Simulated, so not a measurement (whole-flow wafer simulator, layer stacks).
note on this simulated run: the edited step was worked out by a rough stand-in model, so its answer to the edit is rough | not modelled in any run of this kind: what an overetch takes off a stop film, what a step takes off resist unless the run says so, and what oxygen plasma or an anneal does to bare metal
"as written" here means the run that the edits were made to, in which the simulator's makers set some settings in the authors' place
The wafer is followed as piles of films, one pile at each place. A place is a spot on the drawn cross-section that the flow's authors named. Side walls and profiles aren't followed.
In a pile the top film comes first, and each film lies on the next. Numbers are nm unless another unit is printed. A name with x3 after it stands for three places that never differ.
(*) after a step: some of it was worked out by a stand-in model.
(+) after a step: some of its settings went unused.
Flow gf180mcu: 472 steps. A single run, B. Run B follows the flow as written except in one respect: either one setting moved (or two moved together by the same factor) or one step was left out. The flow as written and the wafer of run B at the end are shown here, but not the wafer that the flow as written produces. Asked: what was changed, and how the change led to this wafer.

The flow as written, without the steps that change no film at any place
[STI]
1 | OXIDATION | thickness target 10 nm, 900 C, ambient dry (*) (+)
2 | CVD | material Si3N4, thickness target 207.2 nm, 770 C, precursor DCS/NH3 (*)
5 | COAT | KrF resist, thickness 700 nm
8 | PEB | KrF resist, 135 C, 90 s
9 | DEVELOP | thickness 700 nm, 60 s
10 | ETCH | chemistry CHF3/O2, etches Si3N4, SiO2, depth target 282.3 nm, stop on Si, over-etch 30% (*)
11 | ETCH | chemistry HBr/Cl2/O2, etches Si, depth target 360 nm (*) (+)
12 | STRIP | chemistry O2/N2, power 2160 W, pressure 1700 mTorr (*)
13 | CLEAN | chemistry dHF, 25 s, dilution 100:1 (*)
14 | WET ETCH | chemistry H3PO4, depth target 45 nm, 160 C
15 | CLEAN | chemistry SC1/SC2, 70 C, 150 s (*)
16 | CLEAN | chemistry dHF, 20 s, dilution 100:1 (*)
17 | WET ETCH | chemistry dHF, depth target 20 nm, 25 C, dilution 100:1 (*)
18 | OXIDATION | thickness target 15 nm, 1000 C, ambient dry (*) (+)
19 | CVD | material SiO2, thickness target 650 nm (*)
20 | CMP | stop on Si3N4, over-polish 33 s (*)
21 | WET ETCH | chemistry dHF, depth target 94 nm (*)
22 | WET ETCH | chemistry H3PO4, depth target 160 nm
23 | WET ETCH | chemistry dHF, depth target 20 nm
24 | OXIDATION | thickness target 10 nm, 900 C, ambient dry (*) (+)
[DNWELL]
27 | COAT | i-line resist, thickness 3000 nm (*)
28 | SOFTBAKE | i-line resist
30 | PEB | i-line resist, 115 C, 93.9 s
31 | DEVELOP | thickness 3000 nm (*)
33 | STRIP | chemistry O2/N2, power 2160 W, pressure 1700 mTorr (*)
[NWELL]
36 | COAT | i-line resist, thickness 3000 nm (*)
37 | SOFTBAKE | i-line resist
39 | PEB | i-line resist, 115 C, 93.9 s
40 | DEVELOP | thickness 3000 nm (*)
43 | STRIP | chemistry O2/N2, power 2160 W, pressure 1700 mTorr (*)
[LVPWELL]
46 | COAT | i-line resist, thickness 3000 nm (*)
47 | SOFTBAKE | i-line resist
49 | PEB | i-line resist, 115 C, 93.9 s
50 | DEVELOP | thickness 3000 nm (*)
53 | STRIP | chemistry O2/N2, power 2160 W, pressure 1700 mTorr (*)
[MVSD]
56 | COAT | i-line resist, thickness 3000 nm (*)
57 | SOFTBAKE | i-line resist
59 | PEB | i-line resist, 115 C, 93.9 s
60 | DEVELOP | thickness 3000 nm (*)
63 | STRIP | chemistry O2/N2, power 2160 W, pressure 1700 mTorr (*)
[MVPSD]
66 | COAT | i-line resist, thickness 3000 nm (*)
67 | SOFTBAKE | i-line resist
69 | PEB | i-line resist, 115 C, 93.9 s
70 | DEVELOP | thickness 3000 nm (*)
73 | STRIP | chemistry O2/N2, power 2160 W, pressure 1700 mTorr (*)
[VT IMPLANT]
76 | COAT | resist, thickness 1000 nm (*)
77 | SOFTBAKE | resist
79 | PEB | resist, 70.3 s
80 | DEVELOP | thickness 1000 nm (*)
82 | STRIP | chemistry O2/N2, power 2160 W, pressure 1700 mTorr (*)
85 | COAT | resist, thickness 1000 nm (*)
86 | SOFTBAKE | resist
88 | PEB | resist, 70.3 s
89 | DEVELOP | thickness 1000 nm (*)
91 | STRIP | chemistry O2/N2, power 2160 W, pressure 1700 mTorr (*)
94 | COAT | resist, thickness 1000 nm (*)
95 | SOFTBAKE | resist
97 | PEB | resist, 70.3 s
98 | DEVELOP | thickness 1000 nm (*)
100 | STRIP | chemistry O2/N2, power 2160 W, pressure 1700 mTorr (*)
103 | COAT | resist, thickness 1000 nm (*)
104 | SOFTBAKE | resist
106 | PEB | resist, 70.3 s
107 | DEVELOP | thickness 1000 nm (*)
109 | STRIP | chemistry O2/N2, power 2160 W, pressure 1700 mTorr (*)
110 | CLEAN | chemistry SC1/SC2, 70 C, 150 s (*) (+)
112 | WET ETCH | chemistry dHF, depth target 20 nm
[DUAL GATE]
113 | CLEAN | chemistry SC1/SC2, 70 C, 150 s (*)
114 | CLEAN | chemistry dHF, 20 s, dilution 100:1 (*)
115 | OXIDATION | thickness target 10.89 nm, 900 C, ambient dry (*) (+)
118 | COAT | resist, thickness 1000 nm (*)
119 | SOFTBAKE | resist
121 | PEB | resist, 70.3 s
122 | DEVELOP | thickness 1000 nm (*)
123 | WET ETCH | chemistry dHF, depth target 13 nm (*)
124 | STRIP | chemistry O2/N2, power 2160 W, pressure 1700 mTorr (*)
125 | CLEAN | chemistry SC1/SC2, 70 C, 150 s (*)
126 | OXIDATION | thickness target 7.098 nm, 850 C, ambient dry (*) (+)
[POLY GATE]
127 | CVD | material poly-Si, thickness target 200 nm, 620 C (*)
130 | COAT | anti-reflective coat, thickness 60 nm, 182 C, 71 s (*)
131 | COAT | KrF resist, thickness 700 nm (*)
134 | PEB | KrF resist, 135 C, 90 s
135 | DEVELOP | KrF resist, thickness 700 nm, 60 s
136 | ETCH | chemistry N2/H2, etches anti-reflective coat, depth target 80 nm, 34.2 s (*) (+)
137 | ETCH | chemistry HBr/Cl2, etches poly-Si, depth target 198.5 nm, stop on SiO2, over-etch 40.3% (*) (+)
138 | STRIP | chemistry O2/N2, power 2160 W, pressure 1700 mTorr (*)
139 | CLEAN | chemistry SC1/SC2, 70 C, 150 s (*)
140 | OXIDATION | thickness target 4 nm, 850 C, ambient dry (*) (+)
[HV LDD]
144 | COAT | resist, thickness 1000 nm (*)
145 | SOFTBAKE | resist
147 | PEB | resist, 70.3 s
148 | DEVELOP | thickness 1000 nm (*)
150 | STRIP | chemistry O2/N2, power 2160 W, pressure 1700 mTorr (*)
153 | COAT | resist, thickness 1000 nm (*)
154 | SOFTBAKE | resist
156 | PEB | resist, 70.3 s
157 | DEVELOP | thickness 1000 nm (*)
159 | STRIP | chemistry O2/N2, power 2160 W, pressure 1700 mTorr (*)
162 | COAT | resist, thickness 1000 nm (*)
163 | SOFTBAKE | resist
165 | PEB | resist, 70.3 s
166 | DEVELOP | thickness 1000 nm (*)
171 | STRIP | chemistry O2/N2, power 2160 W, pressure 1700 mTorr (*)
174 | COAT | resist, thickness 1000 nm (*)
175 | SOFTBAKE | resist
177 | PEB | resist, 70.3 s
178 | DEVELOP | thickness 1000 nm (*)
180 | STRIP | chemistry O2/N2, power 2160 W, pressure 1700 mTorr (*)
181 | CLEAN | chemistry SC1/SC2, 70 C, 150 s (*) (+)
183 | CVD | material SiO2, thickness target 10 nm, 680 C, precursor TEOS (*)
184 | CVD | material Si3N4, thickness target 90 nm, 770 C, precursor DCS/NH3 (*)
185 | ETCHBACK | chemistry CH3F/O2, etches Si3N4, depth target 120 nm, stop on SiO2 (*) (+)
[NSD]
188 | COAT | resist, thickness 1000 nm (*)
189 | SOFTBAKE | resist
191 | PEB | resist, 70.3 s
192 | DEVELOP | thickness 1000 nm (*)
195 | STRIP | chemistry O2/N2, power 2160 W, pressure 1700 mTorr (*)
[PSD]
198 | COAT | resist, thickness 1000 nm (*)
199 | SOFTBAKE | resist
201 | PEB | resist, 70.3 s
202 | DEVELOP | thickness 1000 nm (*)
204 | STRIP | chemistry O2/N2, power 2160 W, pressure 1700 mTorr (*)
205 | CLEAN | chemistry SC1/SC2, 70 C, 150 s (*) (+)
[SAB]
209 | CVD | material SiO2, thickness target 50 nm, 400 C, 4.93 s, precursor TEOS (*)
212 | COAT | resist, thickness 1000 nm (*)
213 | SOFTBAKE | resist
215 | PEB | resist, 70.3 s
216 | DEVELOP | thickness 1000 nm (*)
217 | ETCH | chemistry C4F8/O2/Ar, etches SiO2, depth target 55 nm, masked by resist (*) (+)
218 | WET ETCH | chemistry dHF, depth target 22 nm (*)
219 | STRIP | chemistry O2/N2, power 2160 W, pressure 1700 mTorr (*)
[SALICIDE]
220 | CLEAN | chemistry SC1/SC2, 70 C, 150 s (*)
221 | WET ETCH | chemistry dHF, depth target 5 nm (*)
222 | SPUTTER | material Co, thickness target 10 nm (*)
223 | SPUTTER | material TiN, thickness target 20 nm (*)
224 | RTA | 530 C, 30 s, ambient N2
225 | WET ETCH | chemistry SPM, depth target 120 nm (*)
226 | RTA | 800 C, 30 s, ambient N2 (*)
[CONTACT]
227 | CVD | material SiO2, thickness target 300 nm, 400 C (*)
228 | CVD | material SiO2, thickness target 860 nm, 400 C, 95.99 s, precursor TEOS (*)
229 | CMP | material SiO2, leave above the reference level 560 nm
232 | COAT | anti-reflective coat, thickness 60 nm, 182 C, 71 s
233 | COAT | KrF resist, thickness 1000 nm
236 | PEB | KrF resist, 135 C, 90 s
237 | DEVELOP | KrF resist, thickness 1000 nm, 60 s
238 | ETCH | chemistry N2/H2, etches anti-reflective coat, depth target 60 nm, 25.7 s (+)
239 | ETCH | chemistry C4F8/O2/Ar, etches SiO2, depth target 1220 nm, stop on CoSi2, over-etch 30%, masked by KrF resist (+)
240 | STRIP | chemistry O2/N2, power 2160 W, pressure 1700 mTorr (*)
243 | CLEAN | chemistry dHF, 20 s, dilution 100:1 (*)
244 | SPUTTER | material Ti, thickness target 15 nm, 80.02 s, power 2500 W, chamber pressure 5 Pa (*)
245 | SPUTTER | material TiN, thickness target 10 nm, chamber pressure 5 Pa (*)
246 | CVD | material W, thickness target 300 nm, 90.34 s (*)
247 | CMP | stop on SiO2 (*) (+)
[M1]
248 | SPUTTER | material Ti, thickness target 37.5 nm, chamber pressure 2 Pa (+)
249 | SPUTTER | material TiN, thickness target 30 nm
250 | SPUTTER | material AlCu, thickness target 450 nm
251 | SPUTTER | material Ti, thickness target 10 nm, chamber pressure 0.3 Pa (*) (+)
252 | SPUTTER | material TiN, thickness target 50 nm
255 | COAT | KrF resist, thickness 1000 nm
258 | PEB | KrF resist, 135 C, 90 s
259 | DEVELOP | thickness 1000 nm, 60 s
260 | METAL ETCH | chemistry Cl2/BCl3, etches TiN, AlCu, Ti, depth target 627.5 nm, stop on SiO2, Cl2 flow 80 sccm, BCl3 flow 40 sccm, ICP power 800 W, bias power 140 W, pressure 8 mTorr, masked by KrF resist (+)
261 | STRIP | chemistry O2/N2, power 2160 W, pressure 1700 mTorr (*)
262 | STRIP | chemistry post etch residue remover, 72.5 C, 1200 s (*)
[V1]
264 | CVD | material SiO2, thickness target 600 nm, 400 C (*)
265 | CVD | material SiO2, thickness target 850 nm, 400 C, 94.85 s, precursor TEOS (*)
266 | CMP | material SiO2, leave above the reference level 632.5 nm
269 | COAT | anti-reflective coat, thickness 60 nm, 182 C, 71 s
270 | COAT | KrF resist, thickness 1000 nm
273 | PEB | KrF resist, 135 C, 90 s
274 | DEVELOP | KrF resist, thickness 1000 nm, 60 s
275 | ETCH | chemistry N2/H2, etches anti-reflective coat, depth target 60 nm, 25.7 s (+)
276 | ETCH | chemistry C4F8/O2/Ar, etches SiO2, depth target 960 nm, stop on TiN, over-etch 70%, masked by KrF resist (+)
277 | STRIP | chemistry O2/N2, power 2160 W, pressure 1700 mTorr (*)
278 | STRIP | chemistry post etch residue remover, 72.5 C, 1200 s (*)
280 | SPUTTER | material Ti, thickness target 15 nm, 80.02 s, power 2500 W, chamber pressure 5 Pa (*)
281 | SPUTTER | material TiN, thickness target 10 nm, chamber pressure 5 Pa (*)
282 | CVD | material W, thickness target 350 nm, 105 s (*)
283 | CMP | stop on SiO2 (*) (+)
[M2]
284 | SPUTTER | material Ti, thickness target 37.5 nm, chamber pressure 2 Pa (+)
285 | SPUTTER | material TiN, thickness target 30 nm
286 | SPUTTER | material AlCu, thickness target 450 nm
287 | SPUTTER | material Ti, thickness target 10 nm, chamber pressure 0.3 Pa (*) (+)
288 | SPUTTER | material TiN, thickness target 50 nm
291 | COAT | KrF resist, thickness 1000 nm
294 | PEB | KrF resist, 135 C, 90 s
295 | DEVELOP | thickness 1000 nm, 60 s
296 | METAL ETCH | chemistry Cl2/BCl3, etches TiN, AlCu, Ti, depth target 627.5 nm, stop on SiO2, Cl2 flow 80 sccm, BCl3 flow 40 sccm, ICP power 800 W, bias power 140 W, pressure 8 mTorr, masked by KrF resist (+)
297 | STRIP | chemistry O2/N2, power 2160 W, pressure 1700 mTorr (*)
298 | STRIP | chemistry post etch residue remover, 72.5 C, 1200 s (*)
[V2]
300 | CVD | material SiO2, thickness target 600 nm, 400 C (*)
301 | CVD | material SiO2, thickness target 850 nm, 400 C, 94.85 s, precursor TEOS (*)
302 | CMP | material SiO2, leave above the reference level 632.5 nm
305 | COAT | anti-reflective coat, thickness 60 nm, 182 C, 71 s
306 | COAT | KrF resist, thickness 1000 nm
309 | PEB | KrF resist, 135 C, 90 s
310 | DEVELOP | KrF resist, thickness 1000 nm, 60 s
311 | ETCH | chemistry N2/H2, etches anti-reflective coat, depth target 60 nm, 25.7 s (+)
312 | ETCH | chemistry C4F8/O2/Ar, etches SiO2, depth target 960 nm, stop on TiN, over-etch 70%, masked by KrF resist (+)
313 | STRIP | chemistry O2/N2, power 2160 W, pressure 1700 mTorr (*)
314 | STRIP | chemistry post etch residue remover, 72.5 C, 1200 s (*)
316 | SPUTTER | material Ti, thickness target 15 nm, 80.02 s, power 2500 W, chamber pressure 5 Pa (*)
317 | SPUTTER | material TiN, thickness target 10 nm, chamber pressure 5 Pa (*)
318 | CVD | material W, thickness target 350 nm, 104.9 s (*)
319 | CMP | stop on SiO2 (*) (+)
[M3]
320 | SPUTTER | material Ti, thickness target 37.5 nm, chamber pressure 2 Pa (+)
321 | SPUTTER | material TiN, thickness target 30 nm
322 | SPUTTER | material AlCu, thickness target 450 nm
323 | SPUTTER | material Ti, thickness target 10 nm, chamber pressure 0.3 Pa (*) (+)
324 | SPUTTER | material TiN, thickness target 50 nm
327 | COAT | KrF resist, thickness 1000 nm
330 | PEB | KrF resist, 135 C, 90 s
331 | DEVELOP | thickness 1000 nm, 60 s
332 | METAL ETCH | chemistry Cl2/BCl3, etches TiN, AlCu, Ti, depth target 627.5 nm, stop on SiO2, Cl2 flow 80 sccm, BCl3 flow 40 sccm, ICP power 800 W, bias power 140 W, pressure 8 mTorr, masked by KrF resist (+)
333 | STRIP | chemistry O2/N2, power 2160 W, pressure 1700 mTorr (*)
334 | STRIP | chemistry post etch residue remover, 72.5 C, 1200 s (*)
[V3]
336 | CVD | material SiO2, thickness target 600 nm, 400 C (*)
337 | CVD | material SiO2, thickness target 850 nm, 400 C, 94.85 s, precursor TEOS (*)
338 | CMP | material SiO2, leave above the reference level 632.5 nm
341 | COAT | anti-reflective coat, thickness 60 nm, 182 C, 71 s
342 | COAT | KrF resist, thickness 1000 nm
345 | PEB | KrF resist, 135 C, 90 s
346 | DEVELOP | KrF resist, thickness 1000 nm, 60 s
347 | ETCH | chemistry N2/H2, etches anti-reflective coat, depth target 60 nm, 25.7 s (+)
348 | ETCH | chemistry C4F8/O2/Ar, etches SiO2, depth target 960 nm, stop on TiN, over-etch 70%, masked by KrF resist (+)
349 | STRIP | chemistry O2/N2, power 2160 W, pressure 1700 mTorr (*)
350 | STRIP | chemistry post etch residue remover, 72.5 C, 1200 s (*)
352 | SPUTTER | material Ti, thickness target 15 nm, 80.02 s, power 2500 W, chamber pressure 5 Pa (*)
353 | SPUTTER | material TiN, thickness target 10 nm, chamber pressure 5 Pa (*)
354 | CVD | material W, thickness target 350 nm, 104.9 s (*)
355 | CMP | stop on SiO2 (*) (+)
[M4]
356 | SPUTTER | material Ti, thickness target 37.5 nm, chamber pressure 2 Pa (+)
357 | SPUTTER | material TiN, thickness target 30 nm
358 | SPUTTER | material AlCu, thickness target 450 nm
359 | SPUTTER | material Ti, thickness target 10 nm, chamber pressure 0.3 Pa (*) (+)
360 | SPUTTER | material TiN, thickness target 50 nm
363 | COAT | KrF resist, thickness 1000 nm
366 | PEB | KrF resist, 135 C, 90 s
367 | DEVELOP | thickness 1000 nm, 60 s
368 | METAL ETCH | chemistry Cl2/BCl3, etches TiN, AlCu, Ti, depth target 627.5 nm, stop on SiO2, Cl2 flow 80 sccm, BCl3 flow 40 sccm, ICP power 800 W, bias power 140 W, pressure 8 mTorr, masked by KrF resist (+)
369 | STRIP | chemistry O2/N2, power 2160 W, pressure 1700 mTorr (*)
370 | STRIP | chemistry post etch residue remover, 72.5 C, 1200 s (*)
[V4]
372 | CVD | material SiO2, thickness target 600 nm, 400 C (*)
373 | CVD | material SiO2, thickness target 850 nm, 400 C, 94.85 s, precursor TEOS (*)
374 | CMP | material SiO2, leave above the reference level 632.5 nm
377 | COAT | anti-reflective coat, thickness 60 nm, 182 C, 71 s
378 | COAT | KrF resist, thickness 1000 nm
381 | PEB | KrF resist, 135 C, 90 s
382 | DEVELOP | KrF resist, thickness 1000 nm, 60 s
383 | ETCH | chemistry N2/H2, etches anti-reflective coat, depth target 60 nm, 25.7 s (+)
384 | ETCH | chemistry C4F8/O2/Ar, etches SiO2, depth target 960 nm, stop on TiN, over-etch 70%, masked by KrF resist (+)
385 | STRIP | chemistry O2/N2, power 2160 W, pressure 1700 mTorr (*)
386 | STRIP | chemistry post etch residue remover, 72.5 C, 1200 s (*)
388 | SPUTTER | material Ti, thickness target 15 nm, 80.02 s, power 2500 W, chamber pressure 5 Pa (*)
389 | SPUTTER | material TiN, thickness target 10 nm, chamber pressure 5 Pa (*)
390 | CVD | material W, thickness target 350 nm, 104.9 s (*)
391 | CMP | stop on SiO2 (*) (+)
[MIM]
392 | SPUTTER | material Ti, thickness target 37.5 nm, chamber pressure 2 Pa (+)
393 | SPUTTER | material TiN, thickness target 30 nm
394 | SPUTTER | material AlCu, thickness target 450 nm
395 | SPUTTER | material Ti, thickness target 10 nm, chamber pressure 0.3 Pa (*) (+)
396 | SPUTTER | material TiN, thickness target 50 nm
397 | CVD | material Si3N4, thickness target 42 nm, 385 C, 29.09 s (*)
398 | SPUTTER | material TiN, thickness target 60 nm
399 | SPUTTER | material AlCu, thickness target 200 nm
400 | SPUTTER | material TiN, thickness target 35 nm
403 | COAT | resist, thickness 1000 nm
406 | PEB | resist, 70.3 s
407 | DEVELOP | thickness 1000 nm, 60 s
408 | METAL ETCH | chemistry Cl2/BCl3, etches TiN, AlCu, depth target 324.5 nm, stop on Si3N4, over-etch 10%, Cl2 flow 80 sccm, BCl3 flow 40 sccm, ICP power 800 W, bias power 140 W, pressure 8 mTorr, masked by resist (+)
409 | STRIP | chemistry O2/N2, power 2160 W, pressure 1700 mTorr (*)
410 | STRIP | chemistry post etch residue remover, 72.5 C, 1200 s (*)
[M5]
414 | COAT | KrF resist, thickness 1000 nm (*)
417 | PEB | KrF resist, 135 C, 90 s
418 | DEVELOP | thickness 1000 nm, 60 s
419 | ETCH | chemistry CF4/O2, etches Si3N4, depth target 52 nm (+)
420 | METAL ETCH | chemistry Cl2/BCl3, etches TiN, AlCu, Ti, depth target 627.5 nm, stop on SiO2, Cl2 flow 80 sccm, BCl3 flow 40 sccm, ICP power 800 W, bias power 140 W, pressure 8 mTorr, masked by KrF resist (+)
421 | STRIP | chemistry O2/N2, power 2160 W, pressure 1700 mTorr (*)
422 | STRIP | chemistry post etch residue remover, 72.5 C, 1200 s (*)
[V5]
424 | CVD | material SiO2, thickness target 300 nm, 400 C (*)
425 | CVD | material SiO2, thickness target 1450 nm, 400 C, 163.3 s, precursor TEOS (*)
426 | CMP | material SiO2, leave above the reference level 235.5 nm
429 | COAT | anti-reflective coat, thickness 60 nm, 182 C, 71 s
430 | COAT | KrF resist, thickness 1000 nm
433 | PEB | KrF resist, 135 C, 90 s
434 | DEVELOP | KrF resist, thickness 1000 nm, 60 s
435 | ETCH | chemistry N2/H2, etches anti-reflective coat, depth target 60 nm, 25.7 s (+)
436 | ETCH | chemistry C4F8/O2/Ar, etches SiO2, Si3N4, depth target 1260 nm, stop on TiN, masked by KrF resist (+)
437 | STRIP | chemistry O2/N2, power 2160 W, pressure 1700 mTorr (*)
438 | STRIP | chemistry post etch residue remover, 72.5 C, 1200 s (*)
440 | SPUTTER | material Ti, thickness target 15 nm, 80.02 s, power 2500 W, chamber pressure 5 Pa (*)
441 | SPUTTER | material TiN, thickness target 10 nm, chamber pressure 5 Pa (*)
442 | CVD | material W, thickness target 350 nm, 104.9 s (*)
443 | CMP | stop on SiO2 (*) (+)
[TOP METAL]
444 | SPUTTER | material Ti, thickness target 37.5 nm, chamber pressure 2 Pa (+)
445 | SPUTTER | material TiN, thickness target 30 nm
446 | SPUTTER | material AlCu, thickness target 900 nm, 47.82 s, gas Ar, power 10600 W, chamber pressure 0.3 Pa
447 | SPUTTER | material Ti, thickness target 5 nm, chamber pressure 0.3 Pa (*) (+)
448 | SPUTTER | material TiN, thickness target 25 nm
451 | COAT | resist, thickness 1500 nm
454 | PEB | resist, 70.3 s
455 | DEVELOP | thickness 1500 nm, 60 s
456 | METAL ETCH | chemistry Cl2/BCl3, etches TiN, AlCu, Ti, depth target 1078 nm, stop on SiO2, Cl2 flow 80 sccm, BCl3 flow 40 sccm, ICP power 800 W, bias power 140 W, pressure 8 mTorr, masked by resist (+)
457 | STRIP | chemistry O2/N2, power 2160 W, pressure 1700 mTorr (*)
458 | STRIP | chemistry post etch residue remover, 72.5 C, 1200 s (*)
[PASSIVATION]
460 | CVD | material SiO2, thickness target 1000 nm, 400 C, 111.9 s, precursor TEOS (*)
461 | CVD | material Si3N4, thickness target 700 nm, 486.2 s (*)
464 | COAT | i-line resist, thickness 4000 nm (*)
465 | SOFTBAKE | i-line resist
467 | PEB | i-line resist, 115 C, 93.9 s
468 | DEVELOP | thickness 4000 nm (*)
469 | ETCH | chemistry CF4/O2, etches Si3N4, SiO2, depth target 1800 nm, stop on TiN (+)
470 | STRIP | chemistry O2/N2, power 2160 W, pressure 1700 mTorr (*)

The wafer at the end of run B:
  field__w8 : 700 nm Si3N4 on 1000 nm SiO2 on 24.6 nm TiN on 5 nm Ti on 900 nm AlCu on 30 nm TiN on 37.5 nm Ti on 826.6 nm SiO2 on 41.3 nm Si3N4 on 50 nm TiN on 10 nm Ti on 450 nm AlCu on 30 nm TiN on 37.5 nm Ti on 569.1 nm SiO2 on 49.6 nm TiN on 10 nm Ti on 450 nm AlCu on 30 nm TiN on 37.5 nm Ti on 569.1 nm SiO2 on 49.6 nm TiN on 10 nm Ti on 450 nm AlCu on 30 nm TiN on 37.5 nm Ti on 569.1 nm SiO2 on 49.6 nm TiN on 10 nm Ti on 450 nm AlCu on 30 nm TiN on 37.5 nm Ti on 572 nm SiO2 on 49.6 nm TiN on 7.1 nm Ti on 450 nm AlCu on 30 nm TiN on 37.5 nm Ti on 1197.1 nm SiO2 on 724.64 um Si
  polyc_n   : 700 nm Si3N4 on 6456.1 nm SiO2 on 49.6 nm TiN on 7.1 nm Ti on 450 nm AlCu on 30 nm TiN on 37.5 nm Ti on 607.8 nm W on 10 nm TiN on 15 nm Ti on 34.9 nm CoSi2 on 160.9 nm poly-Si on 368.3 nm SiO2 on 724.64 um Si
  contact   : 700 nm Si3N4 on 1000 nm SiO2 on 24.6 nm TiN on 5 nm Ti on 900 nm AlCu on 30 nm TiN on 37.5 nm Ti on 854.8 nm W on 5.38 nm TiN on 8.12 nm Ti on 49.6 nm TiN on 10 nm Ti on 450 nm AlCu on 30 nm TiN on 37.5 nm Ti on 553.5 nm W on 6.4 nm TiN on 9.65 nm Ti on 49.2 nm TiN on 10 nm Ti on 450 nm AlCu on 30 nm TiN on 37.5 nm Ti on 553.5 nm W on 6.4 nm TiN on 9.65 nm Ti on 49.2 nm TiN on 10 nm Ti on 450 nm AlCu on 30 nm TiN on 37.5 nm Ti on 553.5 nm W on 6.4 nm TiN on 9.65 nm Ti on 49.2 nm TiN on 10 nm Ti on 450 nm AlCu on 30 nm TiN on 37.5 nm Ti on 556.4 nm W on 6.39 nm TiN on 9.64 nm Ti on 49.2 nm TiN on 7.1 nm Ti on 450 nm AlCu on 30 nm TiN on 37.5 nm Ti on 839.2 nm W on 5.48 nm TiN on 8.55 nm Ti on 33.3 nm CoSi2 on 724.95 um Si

What caused this: step 251, SPUTTER: thickness target 7.1 nm was run, whereas the flow has thickness target 10 nm.
The wafer lets one read it off: field__w8 has Ti 7.1, and step 251 as written asks for 10 nm.

Step by step, how the change led to this:
  251 | SPUTTER | material Ti, thickness target 10 nm, chamber pressure 0.3 Pa (*) (+)
      field, field__w1, field__w2 and 108 more: Ti gains 7.1 (new film) (in the flow as written it would be: Ti gains 10 (new film))
  260 | METAL ETCH | chemistry Cl2/BCl3, etches TiN, AlCu, Ti, depth target 627.5 nm, stop on SiO2, Cl2 flow 80 sccm, BCl3 flow 40 sccm, ICP power 800 W, bias power 140 W, pressure 8 mTorr, masked by KrF resist (+)
      field, field__w1, field__w2 and 99 more: TiN loses 50 (all of it), Ti loses 7.1 (all of it), AlCu loses 450 (all of it), TiN loses 30 (all of it), Ti loses 37.5 (all of it) (in the flow as written it would be: TiN loses 50 (all of it), Ti loses 10 (all of it), AlCu loses 450 (all of it), TiN loses 30 (all of it), Ti loses 37.5 (all of it))
